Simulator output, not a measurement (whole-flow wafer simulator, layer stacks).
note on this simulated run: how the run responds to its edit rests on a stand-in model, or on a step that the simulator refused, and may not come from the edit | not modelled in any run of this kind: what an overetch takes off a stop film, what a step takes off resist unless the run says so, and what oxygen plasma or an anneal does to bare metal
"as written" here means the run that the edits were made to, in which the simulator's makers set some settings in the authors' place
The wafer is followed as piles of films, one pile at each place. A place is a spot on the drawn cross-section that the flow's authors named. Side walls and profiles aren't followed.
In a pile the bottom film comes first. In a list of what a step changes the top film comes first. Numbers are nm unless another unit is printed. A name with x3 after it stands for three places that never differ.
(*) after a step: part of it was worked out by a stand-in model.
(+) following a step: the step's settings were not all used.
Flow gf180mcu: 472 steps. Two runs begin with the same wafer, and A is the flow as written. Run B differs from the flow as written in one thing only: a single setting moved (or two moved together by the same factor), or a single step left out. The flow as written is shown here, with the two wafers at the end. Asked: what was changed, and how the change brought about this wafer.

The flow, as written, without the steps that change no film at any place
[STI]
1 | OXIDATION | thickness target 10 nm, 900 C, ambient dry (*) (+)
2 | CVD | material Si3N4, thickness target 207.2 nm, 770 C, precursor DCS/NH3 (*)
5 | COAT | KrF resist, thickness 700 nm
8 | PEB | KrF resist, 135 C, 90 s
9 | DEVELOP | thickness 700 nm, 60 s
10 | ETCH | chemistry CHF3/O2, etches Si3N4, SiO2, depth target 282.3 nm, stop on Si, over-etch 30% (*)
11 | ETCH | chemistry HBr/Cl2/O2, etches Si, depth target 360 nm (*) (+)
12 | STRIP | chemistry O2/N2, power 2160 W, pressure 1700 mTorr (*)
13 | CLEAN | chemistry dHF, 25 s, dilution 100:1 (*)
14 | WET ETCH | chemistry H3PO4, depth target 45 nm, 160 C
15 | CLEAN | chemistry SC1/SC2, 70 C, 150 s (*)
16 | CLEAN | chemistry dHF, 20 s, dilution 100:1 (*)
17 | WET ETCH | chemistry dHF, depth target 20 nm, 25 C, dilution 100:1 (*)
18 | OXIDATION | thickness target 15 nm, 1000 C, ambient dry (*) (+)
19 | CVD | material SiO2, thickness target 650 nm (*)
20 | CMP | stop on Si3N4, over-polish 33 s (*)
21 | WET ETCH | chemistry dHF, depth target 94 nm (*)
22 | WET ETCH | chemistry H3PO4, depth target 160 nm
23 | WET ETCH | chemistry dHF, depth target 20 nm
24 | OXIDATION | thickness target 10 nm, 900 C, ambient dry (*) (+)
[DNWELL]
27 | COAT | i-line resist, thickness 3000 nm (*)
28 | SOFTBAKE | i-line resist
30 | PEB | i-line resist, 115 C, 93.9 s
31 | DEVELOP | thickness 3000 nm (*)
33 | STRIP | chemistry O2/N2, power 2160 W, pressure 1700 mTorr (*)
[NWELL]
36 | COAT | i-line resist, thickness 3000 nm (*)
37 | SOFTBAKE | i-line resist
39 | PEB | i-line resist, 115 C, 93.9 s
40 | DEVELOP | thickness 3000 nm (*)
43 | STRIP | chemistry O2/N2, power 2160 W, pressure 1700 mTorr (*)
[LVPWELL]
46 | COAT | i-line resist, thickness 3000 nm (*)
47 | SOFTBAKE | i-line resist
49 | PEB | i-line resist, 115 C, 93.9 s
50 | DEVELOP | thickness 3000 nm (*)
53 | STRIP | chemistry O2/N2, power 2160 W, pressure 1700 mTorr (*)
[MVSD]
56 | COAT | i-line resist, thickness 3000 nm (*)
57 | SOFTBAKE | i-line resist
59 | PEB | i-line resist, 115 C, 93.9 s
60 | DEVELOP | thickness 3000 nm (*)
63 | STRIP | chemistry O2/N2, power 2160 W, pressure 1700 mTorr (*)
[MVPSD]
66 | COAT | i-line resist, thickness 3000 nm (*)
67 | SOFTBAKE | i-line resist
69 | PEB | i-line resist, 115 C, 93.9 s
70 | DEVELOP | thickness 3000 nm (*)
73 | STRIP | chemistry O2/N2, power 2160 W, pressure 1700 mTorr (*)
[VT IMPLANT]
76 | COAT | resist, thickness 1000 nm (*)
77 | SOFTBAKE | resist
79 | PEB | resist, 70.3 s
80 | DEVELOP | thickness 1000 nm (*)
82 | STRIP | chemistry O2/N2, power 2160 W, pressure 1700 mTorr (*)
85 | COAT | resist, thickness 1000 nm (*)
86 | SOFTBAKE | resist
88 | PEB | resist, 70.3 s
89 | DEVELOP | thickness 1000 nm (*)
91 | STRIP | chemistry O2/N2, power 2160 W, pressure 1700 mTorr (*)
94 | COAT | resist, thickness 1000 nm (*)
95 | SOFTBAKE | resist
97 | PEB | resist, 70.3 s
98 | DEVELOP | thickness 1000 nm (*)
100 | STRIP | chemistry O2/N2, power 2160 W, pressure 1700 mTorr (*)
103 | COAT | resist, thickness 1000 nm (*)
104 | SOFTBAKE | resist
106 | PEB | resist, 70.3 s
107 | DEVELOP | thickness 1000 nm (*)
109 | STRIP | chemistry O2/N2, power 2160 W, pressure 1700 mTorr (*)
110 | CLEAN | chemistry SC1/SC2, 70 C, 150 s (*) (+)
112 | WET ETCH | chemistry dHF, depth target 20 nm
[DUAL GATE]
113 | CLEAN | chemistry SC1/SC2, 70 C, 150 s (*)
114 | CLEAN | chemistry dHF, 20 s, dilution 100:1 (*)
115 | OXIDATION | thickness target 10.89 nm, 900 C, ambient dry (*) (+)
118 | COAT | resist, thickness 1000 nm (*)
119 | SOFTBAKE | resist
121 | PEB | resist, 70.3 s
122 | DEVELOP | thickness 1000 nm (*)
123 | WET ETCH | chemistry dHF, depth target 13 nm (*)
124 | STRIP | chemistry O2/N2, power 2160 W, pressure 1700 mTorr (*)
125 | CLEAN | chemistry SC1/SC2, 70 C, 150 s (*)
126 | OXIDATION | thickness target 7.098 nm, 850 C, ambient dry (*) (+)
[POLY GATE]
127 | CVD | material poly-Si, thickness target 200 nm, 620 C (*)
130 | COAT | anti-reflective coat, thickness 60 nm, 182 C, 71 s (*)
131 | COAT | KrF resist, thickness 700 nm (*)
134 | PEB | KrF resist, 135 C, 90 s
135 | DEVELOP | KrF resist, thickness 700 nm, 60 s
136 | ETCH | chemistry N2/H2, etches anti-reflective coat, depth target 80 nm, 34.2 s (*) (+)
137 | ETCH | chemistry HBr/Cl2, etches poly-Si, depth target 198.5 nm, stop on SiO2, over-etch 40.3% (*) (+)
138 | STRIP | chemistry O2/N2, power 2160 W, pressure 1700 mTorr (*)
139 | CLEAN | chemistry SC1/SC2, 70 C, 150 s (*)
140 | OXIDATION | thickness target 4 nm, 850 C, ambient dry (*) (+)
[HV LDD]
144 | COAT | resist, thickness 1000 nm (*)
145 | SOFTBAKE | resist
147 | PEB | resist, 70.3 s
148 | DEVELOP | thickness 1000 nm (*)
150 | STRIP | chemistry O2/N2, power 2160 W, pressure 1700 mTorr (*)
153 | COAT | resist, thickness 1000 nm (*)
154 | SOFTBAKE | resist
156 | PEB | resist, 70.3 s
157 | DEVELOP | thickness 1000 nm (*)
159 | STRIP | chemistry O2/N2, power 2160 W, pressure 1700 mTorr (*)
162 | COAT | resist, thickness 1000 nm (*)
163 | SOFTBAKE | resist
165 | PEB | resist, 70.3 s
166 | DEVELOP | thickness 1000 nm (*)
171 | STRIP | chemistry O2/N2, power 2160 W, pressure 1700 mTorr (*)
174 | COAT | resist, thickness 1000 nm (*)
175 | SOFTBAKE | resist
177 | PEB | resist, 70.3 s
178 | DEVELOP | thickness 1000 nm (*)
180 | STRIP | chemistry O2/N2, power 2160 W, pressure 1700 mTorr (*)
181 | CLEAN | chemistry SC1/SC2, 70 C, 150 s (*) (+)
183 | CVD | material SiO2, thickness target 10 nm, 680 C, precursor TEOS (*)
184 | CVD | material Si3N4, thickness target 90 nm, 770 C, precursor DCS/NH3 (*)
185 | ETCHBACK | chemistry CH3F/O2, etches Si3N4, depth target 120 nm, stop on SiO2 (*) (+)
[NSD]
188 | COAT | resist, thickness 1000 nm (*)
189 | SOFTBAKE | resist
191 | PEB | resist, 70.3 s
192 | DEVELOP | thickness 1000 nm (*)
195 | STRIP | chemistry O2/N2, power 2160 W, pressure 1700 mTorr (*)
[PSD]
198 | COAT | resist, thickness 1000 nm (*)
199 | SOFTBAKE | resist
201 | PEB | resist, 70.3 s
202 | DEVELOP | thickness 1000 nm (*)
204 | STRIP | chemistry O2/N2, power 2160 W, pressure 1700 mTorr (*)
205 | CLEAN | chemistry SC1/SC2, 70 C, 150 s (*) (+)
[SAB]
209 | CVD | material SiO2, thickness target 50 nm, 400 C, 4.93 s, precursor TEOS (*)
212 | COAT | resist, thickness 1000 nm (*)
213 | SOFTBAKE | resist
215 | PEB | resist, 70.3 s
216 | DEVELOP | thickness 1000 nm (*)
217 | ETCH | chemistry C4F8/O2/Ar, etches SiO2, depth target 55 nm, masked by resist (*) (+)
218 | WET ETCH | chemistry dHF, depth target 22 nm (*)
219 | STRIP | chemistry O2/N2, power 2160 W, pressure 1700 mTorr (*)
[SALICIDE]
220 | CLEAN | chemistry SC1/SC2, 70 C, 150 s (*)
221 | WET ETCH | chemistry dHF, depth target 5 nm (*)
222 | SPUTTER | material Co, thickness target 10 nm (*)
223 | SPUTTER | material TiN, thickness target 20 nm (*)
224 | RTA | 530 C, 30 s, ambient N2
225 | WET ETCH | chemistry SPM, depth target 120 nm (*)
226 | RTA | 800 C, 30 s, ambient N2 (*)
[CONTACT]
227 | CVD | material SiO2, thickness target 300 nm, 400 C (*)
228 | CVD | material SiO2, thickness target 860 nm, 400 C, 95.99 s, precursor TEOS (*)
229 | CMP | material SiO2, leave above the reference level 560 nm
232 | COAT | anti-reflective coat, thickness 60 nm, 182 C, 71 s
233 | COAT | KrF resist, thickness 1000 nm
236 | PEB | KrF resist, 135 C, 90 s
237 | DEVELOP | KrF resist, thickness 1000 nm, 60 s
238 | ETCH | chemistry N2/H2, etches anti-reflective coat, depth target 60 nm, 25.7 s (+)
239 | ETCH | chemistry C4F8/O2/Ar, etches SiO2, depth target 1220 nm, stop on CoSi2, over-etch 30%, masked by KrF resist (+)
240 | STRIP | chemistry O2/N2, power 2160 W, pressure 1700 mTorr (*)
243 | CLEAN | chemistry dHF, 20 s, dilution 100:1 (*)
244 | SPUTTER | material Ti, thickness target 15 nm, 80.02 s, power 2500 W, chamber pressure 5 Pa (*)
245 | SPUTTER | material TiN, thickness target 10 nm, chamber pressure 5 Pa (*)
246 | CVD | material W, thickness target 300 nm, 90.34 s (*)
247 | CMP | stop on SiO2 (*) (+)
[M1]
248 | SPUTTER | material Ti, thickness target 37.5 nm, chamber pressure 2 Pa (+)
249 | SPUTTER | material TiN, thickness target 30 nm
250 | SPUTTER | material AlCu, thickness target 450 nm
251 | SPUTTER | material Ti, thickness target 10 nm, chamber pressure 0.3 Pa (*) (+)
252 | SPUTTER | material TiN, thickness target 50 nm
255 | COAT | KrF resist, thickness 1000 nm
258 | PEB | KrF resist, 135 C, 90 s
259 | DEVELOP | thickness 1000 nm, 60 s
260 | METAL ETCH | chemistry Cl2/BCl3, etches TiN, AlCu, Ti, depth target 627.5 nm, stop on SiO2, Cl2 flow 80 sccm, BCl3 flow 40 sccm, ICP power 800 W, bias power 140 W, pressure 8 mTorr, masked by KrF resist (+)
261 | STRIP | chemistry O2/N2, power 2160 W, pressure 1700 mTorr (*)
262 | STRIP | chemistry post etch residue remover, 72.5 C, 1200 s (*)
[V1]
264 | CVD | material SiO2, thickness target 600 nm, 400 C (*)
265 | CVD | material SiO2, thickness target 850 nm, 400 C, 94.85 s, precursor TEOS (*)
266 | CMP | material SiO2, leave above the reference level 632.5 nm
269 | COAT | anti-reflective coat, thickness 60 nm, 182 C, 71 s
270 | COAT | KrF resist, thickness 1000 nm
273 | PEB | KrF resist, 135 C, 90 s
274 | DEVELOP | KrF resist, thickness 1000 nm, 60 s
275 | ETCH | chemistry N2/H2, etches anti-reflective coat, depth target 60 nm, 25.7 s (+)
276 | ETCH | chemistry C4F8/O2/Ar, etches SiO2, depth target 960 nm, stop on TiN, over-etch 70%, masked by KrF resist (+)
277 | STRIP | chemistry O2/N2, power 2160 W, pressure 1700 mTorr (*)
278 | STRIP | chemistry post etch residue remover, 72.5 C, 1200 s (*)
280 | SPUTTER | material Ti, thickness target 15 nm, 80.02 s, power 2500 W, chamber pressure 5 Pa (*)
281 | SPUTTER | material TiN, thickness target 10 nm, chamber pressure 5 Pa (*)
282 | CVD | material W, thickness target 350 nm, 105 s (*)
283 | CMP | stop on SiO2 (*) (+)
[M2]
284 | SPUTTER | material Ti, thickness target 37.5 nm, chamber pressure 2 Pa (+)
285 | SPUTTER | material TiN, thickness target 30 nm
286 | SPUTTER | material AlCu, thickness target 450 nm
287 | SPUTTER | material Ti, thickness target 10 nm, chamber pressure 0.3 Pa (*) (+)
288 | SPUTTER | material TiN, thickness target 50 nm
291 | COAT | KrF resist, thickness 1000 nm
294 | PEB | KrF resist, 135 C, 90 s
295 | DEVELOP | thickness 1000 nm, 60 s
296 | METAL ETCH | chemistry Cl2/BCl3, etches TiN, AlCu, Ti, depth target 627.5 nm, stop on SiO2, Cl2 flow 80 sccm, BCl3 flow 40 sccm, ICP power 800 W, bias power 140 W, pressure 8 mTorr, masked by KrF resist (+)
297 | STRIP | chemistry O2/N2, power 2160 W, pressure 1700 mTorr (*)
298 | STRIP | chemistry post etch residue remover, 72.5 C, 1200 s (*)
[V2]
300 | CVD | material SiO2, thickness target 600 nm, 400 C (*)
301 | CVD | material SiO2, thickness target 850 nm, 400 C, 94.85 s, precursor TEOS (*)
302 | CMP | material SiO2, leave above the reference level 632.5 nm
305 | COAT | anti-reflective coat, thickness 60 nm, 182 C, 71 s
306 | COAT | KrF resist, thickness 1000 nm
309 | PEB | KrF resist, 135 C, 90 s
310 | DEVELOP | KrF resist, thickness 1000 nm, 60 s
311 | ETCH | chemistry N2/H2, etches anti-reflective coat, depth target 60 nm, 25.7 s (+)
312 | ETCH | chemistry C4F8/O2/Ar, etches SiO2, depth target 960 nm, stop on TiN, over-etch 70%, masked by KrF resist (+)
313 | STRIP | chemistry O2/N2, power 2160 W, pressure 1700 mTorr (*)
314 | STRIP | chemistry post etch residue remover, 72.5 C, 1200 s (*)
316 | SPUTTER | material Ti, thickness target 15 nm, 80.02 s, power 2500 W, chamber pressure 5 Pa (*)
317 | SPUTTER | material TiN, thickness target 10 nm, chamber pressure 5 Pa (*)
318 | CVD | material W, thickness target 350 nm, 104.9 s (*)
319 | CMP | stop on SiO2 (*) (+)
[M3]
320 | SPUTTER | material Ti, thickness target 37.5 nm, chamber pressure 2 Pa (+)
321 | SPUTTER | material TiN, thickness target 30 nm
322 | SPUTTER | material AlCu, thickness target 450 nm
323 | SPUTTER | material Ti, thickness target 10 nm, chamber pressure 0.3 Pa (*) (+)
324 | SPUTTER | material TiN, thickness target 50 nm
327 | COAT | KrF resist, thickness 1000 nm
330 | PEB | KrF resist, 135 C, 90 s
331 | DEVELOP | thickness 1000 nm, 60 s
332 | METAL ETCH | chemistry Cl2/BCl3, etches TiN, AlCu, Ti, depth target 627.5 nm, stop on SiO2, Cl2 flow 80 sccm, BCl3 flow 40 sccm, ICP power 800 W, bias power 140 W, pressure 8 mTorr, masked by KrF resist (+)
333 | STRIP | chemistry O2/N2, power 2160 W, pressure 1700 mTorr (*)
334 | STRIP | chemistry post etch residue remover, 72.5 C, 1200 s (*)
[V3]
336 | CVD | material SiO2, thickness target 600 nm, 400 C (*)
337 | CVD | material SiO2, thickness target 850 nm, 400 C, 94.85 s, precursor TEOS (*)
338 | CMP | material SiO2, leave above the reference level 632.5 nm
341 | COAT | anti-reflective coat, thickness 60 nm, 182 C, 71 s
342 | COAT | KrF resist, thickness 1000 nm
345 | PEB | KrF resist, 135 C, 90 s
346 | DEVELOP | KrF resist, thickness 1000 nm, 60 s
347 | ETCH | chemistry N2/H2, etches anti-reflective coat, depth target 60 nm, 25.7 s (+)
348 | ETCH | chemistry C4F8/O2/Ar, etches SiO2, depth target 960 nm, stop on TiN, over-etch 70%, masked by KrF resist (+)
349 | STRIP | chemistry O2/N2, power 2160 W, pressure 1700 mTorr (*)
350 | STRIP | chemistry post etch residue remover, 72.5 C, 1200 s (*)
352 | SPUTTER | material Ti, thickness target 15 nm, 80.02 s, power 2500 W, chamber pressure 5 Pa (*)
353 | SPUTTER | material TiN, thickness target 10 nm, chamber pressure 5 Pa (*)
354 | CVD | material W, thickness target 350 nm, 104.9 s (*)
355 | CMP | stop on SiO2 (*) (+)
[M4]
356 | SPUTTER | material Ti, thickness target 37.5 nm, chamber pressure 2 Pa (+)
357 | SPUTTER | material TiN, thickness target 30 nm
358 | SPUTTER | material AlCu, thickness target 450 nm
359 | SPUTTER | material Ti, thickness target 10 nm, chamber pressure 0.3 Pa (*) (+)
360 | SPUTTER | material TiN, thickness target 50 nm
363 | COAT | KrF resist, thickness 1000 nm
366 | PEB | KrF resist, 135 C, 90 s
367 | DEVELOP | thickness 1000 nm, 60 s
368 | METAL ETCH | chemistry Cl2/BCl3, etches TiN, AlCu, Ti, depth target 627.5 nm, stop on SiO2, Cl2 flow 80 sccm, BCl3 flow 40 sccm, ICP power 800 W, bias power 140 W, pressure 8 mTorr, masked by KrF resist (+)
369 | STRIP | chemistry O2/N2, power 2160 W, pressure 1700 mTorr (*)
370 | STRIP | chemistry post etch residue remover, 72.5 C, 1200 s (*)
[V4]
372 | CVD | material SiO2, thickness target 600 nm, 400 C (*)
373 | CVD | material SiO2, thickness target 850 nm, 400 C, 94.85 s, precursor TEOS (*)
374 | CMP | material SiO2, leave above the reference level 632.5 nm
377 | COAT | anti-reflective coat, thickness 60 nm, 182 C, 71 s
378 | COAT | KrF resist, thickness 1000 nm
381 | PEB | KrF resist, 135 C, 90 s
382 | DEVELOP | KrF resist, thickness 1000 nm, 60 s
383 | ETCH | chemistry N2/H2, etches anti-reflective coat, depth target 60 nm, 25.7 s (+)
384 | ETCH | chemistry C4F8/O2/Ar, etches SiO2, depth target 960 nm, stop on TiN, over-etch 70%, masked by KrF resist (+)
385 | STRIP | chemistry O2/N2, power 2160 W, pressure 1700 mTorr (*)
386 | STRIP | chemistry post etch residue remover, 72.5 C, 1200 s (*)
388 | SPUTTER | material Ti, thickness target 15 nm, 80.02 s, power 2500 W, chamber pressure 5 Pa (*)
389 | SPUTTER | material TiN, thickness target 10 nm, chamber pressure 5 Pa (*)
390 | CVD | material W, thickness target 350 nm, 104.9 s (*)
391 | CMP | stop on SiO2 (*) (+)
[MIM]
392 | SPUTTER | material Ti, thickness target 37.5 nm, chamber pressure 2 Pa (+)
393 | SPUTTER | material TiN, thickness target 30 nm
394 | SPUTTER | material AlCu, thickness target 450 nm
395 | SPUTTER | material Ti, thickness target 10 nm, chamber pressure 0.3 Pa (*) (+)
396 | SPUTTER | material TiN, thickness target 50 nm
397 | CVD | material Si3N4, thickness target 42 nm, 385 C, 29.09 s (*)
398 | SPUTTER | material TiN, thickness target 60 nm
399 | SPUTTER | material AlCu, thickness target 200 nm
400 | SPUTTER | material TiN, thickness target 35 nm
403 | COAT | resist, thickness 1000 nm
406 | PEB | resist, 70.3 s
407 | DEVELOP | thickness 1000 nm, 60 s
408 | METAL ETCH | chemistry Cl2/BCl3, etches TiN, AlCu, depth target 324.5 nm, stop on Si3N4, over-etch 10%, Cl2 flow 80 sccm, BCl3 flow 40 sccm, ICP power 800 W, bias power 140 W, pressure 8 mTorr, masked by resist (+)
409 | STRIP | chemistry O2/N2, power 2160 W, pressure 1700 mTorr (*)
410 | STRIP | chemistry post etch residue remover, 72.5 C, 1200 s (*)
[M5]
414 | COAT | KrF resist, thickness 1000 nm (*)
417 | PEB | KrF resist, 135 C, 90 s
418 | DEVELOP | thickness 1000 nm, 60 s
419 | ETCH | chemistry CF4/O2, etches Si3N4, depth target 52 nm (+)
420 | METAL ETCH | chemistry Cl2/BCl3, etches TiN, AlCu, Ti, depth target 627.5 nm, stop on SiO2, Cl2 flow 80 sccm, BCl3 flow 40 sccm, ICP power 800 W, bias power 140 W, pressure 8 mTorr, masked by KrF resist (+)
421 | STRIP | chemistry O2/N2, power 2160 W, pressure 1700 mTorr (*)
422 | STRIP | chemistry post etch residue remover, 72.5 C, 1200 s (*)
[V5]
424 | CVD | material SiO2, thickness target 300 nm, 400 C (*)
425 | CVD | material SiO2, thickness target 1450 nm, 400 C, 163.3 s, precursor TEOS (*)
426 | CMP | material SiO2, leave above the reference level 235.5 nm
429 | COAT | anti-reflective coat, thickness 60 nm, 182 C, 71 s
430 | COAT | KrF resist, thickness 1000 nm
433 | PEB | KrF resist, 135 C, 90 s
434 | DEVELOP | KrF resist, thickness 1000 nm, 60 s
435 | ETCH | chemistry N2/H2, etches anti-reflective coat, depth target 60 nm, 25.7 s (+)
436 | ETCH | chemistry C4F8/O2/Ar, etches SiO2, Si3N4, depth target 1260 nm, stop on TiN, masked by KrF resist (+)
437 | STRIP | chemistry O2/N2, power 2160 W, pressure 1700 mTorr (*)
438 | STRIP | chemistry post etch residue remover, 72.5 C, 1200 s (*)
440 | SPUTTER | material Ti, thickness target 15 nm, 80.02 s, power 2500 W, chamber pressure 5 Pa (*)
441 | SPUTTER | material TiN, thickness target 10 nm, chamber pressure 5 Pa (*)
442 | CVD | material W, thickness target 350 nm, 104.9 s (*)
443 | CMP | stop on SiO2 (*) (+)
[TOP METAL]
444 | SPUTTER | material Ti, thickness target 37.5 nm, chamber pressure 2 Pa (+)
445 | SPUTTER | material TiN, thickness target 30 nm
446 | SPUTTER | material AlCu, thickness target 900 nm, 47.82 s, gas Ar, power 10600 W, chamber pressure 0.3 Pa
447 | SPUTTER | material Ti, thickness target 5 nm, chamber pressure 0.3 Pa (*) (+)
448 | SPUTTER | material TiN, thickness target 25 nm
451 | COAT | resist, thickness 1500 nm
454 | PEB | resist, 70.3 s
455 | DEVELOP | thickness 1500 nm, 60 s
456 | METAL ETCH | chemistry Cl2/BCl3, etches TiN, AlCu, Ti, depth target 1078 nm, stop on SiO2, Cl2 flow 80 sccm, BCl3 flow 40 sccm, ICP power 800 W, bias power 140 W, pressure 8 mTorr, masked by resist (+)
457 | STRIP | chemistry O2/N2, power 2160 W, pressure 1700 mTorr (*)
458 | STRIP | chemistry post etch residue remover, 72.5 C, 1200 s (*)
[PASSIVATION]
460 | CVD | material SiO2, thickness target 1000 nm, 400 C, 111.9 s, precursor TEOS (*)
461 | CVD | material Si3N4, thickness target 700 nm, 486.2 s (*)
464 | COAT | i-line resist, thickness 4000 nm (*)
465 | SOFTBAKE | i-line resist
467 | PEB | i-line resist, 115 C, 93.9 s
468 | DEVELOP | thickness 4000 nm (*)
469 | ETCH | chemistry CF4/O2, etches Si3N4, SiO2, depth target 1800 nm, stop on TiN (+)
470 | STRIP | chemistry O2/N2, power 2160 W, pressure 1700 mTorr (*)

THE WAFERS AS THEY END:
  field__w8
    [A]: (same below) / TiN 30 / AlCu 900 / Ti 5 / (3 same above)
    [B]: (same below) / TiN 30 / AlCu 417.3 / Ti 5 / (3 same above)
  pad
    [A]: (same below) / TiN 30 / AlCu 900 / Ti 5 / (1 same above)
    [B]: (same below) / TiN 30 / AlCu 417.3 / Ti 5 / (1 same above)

The reason: step 446, SPUTTER: 22.71 s was run, while the flow as written has 47.82 s.

The path from the change to this, step by step:
  446 | SPUTTER | material AlCu, thickness target 900 nm, 47.82 s, gas Ar, power 10600 W, chamber pressure 0.3 Pa
      field, field__w1, field__w2 and 109 more: A AlCu gains 900 (new film) | B AlCu gains 417.3 (new film)
  456 | METAL ETCH | chemistry Cl2/BCl3, etches TiN, AlCu, Ti, depth target 1078 nm, stop on SiO2, Cl2 flow 80 sccm, BCl3 flow 40 sccm, ICP power 800 W, bias power 140 W, pressure 8 mTorr, masked by resist (+)
      field, field__w1, field__w2 and 103 more: A TiN loses 25 (all of it), Ti loses 5 (all of it), AlCu loses 900 (all of it), TiN loses 30 (all of it), Ti loses 37.5 (all of it) | B TiN loses 25 (all of it), Ti loses 5 (all of it), AlCu loses 417.3 (all of it), TiN loses 30 (all of it), Ti loses 37.5 (all of it)
      field__w8, contact, m1, m1__w1, pad, m1_nw: A resist loses 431 | B resist loses 308.9
  457 | STRIP | chemistry O2/N2, power 2160 W, pressure 1700 mTorr (*)
      field__w8, contact, m1, m1__w1, pad, m1_nw: A resist loses 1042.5 (all of it) | B resist loses 1164.6 (all of it)
  464 | COAT | i-line resist, thickness 4000 nm (*)
      field: A i-line resist gains 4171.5 (new film) | B i-line resist gains 4074.2 (new film)
      field__w8: A i-line resist gains 3093.1 (new film) | B i-line resist gains 3525.4 (new film)
      (as well as at 11 more places)
  465 | SOFTBAKE | i-line resist
      gate: A i-line resist gains 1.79 | B i-line resist loses 1.15
      field__w11, field__w13: A i-line resist gains 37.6 | B i-line resist gains 15.4
      (as well as at 66 more places)
  467 | PEB | i-line resist, 115 C, 93.9 s
      field__w8, m1__w1: A i-line resist loses 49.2 | B i-line resist loses 58.1
      contact, m1: A i-line resist loses 49.6 | B i-line resist loses 58.2
      (as well as at 2 more places)
  468 | DEVELOP | thickness 4000 nm (*)
      pad: A i-line resist loses 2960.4 (all of it) | B i-line resist loses 3430.6 (all of it)
  470 | STRIP | chemistry O2/N2, power 2160 W, pressure 1700 mTorr (*)
      field__w8, m1__w1: A i-line resist loses 1775.9 (all of it) | B i-line resist loses 2238.7 (all of it)
      contact: A i-line resist loses 1798.3 (all of it) | B i-line resist loses 2247.1 (all of it)
      (as well as at 2 more places)
